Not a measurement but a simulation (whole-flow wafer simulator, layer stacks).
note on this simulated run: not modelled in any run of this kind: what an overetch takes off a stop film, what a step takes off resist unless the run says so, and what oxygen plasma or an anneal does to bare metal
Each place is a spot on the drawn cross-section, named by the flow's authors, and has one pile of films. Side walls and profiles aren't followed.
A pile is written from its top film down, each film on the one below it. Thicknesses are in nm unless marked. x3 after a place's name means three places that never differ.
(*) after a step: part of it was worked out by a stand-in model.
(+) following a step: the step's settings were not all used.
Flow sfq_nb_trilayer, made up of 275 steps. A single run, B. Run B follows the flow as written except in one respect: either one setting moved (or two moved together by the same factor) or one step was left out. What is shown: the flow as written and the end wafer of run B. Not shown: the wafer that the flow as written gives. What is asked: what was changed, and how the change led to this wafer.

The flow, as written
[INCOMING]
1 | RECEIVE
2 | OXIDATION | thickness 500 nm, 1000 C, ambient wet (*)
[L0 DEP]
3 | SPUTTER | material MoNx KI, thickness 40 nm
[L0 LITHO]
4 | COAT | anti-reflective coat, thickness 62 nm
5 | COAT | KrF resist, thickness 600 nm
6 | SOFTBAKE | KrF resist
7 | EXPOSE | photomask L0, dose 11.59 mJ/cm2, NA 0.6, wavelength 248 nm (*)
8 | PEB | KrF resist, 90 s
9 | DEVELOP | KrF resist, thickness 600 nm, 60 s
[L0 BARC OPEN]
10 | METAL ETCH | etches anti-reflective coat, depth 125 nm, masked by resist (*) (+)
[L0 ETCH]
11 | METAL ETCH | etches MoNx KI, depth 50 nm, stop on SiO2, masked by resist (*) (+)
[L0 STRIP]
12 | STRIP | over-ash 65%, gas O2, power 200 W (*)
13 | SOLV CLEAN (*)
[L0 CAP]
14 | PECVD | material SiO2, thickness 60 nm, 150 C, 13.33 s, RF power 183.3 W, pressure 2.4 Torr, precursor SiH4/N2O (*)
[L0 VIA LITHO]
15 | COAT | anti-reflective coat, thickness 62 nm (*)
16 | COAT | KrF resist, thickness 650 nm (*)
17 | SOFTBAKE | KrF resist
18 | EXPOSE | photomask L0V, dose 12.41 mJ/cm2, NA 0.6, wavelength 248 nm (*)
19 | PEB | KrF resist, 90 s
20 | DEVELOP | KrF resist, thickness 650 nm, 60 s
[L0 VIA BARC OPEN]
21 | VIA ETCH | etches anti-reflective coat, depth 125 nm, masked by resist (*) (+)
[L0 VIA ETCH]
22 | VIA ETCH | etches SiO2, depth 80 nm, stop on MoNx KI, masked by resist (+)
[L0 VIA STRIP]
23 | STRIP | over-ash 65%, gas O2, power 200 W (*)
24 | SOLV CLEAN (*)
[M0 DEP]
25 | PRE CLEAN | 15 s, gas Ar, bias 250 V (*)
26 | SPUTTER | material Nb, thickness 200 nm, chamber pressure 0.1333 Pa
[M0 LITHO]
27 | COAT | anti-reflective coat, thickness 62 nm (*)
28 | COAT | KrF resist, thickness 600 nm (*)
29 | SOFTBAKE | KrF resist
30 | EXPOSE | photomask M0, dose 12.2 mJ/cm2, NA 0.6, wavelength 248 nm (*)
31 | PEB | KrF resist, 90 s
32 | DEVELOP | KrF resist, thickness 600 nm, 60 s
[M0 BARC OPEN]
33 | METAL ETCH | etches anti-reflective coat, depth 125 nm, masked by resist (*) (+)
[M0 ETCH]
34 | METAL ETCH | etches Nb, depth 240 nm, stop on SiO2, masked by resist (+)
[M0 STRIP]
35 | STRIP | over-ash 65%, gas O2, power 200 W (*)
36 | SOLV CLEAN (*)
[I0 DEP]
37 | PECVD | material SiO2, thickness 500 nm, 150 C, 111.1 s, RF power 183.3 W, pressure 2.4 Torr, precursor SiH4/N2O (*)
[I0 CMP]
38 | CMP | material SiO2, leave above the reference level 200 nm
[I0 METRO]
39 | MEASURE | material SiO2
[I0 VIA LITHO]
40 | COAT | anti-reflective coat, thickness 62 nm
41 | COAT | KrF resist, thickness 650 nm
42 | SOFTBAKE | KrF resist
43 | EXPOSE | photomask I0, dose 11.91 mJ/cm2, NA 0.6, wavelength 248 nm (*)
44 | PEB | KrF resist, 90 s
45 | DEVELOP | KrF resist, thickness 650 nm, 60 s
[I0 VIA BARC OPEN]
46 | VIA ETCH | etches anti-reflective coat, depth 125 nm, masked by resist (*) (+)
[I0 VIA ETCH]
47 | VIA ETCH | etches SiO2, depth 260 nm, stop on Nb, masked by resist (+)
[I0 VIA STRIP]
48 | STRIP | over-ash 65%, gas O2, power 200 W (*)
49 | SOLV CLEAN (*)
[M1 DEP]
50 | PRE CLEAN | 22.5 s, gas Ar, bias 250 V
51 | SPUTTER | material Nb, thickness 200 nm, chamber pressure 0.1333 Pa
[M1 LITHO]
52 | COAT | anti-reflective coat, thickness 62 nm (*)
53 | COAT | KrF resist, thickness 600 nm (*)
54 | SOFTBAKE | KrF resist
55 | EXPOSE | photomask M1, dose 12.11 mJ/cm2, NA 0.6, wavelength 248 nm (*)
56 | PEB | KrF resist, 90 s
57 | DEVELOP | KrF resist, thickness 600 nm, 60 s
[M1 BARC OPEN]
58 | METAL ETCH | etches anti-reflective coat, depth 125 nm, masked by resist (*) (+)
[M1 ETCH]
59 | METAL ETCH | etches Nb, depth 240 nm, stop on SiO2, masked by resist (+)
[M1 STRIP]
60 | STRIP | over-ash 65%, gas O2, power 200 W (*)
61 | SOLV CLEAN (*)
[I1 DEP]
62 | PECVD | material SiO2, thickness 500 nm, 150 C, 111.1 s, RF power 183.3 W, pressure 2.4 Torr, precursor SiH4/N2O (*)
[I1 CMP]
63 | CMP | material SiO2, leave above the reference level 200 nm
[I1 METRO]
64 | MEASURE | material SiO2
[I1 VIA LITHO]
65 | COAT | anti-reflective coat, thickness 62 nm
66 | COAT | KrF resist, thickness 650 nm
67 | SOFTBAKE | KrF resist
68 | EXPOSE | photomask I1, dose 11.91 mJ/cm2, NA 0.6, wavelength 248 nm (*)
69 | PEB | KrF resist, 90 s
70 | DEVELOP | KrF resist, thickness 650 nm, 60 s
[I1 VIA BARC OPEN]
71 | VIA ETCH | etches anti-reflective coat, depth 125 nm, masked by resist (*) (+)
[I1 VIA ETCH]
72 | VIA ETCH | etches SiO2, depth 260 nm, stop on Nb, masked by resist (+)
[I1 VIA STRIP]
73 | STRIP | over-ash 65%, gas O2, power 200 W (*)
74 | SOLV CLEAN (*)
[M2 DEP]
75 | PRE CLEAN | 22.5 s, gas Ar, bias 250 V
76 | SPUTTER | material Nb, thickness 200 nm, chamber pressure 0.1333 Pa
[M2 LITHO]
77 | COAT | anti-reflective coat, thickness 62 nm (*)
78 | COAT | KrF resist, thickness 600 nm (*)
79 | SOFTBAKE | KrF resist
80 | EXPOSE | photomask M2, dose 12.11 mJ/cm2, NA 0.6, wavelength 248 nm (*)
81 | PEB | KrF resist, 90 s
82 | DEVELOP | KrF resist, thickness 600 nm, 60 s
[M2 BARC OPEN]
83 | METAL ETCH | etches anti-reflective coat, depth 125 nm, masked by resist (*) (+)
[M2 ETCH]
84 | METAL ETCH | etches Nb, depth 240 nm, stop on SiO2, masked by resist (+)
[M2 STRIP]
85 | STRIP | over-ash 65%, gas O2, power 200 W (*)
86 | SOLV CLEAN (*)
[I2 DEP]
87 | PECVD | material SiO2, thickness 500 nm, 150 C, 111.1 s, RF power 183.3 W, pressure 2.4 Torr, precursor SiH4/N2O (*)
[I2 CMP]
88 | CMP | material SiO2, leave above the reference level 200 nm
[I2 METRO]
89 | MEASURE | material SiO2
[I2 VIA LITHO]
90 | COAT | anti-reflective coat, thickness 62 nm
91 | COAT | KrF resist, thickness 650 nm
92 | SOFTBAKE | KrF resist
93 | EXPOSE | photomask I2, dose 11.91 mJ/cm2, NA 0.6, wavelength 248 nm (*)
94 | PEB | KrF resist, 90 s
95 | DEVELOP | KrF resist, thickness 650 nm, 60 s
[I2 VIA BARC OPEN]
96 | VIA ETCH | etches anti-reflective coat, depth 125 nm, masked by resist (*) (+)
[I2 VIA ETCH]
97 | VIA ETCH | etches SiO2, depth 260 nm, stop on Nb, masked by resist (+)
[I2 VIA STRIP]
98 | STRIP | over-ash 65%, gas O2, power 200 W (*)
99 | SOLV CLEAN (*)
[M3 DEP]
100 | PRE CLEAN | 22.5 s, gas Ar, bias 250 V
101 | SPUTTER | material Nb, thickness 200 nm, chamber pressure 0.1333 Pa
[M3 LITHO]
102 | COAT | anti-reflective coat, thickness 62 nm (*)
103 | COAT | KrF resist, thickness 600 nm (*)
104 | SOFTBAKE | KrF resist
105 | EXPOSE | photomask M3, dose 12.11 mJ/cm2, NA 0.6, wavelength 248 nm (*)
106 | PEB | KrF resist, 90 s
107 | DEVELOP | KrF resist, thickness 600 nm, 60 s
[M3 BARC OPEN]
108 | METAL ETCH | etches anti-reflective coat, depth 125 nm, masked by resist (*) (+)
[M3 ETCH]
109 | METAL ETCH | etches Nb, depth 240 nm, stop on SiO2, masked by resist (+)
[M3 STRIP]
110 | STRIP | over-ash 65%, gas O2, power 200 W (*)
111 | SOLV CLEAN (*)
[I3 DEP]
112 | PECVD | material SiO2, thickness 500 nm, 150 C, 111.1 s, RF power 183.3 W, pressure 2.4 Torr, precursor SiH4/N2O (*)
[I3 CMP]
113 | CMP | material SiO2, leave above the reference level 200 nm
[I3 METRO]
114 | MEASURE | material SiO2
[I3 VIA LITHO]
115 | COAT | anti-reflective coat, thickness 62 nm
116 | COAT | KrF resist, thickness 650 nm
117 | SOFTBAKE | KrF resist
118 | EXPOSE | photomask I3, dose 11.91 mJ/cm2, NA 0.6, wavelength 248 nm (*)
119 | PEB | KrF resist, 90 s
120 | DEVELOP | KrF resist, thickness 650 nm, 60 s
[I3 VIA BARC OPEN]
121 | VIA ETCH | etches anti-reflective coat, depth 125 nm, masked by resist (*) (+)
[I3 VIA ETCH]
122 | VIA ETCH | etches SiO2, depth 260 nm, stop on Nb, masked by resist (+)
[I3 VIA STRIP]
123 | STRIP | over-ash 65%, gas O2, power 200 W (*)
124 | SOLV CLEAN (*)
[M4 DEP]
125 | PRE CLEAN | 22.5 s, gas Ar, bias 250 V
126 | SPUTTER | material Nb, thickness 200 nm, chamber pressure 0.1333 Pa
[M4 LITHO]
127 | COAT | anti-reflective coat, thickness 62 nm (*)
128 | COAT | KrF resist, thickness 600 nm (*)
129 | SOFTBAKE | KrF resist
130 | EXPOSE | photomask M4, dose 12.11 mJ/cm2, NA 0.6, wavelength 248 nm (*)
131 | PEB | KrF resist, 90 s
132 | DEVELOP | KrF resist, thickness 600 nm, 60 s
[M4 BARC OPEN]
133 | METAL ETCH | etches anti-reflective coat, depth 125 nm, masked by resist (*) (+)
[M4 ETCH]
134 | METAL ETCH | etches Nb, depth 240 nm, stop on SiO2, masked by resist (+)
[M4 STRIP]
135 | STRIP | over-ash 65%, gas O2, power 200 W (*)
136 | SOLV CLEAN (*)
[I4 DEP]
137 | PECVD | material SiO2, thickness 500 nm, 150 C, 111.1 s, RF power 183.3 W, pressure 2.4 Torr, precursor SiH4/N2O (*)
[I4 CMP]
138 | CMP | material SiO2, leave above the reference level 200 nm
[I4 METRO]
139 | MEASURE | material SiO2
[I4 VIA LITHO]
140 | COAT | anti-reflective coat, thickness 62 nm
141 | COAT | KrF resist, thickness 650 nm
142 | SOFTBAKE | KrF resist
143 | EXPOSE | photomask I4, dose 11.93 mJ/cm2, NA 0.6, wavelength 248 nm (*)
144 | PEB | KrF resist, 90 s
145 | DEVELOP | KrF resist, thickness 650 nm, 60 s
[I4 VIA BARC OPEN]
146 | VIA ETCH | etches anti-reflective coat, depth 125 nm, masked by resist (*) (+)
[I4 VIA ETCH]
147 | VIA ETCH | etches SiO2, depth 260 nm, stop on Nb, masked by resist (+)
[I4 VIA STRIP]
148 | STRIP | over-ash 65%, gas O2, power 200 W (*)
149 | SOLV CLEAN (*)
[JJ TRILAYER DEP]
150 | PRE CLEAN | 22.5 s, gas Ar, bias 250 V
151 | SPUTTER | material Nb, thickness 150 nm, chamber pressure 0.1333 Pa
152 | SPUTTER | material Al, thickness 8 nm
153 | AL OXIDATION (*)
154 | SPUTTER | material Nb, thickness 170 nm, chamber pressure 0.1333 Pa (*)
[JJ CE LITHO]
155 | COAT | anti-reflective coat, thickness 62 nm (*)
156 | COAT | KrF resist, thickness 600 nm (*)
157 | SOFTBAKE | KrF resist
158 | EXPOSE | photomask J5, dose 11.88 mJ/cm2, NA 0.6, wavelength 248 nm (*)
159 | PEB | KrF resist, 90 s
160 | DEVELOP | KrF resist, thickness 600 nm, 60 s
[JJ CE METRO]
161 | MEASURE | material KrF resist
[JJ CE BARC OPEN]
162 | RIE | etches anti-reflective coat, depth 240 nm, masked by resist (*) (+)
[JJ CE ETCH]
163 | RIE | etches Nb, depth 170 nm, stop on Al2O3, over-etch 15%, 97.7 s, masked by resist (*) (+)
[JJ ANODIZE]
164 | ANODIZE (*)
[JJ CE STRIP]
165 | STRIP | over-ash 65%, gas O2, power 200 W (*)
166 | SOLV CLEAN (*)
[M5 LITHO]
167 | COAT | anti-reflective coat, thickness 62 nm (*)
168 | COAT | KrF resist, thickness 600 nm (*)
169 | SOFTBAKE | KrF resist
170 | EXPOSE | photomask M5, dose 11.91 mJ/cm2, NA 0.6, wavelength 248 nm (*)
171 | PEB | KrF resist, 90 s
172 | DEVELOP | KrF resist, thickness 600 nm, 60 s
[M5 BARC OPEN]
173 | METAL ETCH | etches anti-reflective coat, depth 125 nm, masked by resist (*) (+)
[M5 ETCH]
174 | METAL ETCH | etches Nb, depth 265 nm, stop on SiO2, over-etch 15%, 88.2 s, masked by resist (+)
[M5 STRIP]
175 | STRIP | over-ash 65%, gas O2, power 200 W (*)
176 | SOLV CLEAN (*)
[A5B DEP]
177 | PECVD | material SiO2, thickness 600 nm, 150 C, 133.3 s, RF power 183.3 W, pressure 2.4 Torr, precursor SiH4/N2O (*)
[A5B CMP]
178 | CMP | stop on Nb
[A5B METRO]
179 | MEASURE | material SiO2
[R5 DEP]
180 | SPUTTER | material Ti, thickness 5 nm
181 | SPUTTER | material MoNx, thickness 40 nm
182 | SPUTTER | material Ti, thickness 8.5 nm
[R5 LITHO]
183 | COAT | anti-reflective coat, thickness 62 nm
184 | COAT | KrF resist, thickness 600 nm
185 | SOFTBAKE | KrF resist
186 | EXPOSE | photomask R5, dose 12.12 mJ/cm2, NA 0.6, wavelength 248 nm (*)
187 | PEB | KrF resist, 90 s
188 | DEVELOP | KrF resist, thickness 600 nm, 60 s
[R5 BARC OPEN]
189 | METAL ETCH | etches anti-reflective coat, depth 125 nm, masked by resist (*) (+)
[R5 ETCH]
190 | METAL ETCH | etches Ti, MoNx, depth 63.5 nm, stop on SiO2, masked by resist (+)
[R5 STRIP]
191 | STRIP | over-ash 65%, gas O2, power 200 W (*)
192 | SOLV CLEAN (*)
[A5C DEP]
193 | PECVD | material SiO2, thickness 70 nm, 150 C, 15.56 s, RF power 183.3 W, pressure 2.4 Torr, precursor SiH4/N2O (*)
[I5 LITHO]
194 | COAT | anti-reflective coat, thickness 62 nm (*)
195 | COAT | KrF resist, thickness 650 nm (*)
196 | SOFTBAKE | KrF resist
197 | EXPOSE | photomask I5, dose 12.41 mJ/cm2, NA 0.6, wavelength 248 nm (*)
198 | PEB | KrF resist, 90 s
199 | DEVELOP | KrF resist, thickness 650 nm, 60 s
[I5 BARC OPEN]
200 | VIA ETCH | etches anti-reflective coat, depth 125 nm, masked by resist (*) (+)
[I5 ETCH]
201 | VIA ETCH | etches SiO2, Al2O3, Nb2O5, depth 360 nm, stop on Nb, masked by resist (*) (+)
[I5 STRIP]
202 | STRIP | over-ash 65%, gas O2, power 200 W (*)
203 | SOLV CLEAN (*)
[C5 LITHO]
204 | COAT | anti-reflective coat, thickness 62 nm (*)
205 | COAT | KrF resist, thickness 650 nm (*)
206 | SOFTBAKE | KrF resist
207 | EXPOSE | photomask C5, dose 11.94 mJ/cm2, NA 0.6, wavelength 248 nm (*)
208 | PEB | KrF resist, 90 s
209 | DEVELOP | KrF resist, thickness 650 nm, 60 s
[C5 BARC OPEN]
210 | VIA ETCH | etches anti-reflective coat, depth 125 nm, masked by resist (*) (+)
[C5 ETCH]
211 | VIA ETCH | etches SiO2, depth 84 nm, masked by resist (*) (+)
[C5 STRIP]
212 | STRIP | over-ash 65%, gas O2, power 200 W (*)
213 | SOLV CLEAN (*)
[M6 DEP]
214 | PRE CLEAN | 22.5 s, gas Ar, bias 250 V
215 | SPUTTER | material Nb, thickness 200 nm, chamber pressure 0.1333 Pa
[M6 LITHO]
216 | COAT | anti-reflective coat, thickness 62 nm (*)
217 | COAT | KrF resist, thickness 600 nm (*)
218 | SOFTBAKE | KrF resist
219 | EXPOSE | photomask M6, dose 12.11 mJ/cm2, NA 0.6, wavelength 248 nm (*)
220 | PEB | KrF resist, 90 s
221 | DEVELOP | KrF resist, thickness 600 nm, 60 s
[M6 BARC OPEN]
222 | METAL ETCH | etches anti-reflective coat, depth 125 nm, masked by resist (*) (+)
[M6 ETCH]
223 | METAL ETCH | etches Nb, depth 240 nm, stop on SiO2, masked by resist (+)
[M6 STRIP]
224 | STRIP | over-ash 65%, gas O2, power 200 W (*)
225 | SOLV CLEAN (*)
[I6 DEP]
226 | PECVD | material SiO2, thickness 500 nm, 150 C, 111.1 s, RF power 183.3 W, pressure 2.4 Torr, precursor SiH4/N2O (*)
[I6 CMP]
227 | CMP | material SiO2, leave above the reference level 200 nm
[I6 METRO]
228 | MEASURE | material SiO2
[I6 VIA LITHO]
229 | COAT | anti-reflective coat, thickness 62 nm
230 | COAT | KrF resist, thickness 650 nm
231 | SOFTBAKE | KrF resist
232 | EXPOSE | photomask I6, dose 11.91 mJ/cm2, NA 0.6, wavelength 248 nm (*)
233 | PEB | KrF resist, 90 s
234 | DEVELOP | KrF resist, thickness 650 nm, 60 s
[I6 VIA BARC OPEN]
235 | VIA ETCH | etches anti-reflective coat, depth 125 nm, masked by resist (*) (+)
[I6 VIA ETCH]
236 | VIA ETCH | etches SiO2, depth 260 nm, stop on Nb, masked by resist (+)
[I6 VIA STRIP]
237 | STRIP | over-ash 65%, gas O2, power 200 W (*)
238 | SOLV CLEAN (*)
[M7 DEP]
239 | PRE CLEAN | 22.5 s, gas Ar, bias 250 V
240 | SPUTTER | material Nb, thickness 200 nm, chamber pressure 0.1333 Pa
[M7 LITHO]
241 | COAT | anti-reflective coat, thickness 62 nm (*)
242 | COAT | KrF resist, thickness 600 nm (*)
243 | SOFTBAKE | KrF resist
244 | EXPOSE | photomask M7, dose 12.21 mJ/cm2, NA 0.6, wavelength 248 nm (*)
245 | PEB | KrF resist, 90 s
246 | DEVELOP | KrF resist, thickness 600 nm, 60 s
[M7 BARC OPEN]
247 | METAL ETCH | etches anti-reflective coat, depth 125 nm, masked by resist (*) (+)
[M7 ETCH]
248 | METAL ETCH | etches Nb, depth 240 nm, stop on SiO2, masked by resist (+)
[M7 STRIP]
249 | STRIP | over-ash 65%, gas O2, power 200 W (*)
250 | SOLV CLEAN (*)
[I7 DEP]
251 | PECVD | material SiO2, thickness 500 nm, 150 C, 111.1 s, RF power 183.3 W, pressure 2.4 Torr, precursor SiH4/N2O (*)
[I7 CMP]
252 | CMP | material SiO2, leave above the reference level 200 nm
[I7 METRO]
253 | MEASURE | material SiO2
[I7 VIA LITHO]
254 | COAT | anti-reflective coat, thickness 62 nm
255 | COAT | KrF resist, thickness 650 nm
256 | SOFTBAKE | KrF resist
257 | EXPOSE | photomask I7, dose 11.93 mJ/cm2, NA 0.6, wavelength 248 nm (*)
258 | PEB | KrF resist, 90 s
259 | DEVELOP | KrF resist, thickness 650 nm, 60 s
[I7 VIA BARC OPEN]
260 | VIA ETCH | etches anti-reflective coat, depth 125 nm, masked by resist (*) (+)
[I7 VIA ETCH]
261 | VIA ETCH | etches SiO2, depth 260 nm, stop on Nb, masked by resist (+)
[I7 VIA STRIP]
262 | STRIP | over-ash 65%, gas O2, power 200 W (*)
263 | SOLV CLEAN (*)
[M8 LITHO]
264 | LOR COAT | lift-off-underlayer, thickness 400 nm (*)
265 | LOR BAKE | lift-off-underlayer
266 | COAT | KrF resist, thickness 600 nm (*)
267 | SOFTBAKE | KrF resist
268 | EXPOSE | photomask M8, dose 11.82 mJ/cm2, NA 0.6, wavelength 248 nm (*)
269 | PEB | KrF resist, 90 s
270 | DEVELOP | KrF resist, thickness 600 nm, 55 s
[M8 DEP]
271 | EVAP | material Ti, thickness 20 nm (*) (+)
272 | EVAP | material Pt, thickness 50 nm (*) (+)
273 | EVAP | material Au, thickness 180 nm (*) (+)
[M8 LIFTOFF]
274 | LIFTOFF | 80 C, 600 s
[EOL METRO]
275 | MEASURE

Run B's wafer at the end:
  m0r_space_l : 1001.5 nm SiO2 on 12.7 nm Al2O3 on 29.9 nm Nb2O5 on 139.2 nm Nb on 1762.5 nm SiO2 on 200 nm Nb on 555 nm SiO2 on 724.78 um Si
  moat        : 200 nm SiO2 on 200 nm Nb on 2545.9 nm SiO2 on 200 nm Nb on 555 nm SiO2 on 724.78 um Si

What caused this: step 34, METAL ETCH: etches Nb, depth 240 nm, stop on SiO2, masked by resist (+), was not run.

The path from the change to this, step by step:
  35 | STRIP | over-ash 65%, gas O2, power 200 W (*)
      p4_fl, p4_fm, p4_w1 and 68 more: -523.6 KrF resist (all of it), -62 anti-reflective coat (all of it) (as written it would have been: -382.4 KrF resist (all of it), -62 anti-reflective coat (all of it))
      c5j, ce_r, sp_r, be_r, r_sur, res: -530.2 KrF resist (all of it), -63.6 anti-reflective coat (all of it) (as written it would have been: -389 KrF resist (all of it), -63.6 anti-reflective coat (all of it))
      (also at 26 further places)
  37 | PECVD | material SiO2, thickness 500 nm, 150 C, 111.1 s, RF power 183.3 W, pressure 2.4 Torr, precursor SiH4/N2O (*)
      moat, m0r_space_l, m0r_space_r: +500 SiO2 (new film) (as written it would have been: +557.1 SiO2)
  38 | CMP | material SiO2, leave above the reference level 200 nm
      moat, m0r_space_l, m0r_space_r: -300 SiO2 (as written it would have been: -157.1 SiO2)
Taking metal films that touch as one body, m0r_space_l has 2 bodies (between them, from the top down: SiO2 1762.5); the flow as written gives 1 body.
Taking metal films that touch as one body, moat has 2 bodies (between them, from the top down: SiO2 2545.9); the flow as written gives 1 body.
